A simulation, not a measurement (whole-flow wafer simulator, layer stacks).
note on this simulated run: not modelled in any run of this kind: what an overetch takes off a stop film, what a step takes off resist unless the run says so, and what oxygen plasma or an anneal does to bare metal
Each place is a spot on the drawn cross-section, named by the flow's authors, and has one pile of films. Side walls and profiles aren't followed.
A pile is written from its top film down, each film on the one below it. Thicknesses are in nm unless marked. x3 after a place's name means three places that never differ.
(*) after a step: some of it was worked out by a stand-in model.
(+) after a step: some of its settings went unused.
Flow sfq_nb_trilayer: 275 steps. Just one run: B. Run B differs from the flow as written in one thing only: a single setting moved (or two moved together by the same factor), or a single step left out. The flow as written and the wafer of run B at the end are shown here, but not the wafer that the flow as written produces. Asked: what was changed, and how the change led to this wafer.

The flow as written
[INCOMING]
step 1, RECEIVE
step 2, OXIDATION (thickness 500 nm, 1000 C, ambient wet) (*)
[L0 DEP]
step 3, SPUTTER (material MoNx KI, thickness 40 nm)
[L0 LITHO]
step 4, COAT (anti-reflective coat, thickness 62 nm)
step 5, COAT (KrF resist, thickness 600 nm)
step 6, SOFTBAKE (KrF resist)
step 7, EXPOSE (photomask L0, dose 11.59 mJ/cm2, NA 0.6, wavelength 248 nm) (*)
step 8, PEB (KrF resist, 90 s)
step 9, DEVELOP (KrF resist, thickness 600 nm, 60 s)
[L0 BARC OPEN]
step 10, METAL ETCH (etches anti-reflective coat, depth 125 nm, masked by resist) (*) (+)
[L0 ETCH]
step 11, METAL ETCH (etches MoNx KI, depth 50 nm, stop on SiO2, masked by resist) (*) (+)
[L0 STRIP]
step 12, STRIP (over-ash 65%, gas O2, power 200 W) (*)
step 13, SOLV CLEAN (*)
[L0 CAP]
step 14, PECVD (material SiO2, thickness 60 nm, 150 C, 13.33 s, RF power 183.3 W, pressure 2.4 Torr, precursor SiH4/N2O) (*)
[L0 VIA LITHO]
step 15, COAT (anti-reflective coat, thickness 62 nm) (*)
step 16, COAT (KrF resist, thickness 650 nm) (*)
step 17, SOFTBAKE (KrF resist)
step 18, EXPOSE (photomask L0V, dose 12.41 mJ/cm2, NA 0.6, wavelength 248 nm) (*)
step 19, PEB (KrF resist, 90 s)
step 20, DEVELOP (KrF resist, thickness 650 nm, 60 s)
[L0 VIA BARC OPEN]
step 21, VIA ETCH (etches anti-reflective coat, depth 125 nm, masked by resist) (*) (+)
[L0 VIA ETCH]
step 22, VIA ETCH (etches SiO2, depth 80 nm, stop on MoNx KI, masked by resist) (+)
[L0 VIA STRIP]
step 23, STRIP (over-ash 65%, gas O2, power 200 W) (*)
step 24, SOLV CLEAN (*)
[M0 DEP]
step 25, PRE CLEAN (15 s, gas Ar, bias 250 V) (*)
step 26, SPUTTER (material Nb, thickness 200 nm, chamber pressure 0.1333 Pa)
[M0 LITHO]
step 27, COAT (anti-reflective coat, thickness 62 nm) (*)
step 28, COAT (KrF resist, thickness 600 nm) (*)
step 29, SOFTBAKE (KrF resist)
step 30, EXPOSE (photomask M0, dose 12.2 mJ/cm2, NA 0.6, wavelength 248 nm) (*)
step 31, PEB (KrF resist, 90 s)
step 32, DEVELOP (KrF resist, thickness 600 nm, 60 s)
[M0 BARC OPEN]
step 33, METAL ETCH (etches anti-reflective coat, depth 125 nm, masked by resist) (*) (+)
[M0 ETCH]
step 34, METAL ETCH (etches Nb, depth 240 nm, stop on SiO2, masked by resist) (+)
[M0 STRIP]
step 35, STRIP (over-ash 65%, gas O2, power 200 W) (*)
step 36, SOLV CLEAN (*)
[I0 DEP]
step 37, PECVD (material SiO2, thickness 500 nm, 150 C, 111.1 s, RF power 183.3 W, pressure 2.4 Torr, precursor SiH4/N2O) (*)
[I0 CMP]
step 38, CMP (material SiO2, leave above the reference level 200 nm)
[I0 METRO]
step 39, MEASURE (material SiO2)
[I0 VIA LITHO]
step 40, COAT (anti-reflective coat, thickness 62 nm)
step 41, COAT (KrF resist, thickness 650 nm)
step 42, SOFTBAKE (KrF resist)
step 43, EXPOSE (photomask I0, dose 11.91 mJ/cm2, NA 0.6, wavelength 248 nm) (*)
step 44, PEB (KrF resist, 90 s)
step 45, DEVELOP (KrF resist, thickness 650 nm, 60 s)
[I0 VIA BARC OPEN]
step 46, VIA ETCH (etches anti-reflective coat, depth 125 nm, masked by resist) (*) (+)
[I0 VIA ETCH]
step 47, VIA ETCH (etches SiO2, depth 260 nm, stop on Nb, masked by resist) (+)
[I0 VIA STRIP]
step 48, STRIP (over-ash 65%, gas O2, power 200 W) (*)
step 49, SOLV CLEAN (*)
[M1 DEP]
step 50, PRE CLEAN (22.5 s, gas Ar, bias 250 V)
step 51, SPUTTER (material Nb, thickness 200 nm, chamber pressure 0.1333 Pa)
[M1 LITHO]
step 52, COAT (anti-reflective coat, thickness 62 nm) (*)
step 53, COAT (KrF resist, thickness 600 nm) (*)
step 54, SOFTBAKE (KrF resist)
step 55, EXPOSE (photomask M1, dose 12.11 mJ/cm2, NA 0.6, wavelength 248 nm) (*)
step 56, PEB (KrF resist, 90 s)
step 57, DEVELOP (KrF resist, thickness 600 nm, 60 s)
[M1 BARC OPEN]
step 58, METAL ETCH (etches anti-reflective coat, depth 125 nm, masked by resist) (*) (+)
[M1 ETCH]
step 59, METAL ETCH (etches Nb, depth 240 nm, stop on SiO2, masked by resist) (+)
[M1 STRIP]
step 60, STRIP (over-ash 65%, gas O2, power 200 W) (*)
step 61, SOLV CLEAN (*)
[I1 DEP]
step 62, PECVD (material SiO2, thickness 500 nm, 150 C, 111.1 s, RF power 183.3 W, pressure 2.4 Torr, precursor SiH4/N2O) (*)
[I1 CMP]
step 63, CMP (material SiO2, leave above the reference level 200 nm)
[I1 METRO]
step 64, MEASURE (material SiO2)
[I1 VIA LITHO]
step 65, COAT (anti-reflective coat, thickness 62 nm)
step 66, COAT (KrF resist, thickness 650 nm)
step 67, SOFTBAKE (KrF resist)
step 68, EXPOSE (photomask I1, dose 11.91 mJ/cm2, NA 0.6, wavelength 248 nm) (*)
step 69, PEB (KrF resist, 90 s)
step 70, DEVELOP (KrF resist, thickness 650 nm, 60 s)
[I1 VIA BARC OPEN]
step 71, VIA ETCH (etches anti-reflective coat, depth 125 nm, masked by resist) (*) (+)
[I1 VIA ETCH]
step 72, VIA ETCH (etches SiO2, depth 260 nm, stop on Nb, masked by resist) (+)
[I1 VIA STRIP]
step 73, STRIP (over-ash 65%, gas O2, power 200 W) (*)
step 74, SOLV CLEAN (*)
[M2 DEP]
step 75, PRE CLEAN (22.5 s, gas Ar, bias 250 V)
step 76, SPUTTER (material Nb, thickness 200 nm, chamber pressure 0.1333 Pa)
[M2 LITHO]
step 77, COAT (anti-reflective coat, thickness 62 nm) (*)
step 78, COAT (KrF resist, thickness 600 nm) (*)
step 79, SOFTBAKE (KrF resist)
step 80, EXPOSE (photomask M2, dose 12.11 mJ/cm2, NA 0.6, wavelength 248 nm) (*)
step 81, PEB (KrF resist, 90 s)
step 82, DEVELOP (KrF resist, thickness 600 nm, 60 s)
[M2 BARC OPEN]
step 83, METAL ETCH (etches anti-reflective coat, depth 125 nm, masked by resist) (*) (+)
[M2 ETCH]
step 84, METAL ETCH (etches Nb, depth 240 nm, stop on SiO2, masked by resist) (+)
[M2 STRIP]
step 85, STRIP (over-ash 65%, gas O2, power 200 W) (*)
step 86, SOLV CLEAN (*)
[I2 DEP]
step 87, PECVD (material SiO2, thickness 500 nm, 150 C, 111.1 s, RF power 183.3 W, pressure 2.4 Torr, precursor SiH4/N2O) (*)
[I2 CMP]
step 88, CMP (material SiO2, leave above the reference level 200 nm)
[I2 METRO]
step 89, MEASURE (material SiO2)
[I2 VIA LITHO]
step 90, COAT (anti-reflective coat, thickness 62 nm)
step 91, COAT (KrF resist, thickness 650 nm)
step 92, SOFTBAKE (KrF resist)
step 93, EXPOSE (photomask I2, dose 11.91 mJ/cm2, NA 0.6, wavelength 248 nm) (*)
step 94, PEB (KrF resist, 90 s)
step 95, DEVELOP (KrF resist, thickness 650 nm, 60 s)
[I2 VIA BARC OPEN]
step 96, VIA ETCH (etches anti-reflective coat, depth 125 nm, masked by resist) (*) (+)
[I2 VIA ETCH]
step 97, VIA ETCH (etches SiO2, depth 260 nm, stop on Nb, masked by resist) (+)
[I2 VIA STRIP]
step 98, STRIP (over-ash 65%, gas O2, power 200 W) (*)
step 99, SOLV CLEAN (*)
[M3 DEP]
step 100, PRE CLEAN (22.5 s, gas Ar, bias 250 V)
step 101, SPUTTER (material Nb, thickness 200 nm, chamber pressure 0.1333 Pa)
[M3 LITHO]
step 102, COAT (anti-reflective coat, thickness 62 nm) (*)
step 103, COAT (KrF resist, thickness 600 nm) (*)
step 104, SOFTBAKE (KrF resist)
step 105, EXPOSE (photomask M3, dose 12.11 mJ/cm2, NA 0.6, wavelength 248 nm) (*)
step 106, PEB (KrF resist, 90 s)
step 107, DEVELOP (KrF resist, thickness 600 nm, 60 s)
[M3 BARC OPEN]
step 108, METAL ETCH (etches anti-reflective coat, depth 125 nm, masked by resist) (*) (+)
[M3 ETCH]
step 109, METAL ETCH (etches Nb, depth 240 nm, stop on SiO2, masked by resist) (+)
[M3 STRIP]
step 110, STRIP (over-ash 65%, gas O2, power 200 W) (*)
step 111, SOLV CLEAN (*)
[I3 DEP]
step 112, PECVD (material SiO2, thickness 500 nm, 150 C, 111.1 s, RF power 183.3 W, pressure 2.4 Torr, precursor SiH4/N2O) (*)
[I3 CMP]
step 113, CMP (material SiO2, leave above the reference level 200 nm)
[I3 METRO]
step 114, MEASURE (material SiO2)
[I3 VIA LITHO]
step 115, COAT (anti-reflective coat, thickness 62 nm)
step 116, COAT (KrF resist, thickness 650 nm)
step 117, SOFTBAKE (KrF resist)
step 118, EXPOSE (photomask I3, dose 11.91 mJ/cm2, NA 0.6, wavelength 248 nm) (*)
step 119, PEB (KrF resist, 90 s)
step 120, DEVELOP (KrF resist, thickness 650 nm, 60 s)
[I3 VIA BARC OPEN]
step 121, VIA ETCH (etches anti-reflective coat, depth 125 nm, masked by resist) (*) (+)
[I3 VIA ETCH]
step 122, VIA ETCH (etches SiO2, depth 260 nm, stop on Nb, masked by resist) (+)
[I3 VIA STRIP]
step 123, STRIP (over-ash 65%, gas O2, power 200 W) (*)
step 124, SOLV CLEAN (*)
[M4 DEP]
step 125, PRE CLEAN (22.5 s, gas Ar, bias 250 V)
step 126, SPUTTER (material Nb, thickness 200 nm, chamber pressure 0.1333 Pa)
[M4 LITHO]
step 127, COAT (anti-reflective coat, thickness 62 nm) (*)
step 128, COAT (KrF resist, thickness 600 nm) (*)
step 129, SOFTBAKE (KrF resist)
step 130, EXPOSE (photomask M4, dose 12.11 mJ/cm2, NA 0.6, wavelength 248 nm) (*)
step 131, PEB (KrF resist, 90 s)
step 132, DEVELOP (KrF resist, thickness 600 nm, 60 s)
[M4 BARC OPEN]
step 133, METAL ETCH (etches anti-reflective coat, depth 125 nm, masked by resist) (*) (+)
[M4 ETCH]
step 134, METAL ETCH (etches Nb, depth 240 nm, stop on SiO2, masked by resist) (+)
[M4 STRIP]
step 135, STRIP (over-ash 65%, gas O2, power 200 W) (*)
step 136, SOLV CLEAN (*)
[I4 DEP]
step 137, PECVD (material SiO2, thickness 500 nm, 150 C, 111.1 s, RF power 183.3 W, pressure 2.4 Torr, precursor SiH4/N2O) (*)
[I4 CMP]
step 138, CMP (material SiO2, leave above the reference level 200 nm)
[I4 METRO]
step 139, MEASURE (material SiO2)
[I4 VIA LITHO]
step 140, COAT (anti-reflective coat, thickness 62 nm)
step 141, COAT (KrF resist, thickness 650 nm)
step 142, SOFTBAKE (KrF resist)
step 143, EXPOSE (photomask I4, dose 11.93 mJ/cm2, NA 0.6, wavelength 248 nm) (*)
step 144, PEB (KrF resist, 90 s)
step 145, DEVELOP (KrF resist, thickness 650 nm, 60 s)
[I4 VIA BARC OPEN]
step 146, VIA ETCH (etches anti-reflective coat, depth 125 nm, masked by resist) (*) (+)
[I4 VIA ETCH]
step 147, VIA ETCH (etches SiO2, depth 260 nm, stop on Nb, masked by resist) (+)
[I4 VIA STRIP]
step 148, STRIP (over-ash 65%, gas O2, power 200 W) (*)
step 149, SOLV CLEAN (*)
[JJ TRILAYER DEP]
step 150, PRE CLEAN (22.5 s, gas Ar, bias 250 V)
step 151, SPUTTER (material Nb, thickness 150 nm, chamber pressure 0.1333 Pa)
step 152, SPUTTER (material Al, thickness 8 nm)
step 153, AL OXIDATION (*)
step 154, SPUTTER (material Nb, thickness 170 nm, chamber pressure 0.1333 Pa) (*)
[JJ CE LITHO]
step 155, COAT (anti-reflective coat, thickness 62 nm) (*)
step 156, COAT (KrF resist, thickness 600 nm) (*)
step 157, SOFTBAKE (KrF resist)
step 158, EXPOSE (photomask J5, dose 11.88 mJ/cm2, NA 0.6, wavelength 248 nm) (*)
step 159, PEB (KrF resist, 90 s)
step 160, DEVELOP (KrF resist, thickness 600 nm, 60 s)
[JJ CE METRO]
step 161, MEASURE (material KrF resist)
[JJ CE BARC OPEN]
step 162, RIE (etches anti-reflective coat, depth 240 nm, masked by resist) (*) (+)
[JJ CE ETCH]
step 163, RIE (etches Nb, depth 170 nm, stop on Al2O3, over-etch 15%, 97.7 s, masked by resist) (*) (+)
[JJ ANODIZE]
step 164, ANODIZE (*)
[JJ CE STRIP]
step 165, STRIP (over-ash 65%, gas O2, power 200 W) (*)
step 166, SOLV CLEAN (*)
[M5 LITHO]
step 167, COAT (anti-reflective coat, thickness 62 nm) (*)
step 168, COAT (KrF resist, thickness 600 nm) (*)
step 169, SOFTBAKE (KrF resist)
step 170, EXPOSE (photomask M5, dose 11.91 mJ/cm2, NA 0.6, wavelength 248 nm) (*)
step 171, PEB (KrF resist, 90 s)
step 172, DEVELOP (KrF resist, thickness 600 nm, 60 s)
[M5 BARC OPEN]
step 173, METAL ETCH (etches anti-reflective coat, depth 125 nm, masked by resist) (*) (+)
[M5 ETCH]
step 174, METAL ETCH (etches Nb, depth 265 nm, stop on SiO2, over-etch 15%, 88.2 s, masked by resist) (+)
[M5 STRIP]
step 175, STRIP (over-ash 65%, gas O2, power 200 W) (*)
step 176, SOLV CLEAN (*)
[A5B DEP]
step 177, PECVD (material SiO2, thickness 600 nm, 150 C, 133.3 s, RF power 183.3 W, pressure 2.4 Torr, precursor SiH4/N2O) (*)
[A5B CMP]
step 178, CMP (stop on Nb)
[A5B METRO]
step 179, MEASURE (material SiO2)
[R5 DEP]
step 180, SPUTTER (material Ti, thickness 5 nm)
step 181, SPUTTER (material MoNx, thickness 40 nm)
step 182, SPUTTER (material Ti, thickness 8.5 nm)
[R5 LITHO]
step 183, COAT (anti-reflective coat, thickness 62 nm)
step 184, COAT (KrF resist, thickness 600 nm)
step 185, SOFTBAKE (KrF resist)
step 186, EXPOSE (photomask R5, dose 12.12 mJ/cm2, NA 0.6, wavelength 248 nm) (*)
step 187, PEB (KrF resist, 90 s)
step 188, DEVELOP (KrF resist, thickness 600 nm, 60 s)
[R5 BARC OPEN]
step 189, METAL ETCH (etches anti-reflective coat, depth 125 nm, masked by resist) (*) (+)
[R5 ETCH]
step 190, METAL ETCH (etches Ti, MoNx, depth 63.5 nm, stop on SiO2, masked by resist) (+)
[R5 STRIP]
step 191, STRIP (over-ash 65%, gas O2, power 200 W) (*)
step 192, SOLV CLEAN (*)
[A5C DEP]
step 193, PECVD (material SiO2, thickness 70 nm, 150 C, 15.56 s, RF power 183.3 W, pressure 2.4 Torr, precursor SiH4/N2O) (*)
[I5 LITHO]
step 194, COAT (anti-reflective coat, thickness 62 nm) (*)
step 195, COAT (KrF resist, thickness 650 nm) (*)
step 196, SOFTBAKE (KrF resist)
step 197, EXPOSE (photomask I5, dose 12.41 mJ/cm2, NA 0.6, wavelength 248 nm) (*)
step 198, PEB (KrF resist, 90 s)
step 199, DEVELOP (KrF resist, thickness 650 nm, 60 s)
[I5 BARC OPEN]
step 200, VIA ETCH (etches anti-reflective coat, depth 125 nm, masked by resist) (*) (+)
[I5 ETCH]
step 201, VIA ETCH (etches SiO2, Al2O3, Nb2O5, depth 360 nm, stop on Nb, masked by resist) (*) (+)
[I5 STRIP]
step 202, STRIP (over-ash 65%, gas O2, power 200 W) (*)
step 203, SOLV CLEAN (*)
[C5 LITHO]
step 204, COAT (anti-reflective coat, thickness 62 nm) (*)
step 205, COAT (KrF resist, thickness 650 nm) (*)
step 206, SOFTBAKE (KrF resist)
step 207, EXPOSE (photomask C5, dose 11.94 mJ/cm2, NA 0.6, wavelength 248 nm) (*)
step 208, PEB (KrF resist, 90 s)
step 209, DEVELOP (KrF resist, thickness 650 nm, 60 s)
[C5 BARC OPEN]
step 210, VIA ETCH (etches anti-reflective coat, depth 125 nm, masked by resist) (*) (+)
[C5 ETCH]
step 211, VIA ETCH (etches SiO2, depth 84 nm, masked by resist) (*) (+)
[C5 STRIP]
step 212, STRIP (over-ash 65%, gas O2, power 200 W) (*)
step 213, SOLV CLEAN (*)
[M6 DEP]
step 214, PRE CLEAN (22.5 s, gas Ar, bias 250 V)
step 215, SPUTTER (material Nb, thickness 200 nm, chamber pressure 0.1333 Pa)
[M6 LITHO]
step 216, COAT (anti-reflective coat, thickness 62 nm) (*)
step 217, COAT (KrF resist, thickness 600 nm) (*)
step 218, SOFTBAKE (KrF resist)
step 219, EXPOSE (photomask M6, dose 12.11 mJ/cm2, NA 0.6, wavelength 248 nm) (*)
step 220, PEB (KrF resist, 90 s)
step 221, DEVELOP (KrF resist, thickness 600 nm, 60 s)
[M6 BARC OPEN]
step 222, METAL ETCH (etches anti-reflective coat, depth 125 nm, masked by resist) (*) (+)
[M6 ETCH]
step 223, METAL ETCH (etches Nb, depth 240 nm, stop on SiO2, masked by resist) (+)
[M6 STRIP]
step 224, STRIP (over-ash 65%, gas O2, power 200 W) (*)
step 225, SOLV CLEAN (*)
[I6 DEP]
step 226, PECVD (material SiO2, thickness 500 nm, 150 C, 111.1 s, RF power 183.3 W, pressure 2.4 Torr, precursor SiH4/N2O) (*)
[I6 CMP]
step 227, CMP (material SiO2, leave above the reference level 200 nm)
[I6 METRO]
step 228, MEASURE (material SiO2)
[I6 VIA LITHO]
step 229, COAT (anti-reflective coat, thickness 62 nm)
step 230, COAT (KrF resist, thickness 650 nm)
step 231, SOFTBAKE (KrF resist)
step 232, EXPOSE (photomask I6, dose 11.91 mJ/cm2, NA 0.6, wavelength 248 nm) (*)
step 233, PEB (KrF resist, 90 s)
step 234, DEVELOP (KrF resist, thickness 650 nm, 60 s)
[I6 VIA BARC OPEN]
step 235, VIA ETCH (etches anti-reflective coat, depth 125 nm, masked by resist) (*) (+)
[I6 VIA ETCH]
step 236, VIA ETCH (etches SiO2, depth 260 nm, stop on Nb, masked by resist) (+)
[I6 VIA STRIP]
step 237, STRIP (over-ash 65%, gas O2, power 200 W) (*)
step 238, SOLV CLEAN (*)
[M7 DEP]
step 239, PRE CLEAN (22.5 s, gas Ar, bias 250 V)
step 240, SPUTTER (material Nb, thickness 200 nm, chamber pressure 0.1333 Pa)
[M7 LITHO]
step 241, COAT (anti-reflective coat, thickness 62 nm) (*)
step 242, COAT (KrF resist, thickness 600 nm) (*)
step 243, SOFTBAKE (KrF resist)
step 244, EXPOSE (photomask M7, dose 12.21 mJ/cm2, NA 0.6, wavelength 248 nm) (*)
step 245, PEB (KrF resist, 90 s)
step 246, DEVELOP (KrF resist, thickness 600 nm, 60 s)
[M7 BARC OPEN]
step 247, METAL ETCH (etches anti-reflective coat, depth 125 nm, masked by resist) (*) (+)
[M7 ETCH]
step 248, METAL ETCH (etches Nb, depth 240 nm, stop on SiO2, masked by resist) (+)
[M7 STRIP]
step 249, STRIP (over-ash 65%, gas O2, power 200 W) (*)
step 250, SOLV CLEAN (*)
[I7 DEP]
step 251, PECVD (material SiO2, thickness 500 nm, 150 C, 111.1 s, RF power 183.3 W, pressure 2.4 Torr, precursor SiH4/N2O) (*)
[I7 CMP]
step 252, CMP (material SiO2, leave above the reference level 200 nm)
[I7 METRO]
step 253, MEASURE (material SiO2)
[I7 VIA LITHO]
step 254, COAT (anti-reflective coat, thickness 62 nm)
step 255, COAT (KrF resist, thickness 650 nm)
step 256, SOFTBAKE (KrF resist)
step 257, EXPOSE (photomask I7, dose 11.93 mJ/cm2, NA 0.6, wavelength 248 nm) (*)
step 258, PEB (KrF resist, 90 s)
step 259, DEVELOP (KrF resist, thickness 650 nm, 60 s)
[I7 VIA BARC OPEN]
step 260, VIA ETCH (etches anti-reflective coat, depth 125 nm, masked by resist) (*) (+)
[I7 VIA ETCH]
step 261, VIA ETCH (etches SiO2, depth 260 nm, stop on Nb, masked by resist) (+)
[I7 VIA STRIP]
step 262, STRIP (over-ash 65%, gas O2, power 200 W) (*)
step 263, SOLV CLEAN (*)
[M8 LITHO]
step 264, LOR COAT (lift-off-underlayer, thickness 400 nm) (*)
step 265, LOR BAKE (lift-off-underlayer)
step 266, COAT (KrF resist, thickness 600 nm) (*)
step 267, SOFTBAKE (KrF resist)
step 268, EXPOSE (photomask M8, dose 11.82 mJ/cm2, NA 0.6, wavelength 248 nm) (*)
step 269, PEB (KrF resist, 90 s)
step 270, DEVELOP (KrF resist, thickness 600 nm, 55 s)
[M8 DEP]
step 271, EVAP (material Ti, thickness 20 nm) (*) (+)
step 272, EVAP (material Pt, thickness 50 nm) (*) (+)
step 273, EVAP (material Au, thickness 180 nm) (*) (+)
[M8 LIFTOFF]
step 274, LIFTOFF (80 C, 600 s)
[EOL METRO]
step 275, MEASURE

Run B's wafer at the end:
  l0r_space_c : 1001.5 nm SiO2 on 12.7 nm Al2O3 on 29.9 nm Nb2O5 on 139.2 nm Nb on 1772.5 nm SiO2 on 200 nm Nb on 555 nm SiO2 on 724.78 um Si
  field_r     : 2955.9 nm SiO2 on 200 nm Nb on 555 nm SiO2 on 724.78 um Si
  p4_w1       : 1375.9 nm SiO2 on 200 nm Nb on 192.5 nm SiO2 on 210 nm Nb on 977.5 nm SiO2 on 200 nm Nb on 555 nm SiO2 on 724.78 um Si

What caused this: step 101, SPUTTER: thickness 210 nm was run, whereas the flow has thickness 200 nm.
The wafer itself shows it: p4_w1 has Nb 210, and step 101 as written asks for 200 nm.

The path from the change to this, step by step:
  step 101, SPUTTER (material Nb, thickness 200 nm, chamber pressure 0.1333 Pa)
      field_l, v_sur, via_wl and 102 more: Nb gains 210 (new film) (as written it would have been: Nb gains 200 (new film))
      via_w: Nb gains 173.9 (as written it would have been: Nb gains 165.5)
  step 109, METAL ETCH (etches Nb, depth 240 nm, stop on SiO2, masked by resist) (+)
      field_l, be, be_sur and 72 more: Nb loses 210 (all of it) (as written it would have been: Nb loses 200 (all of it))
  step 113, CMP (material SiO2, leave above the reference level 200 nm)
      field_l, be, be_sur and 64 more: SiO2 loses 90 (as written it would have been: SiO2 loses 100)
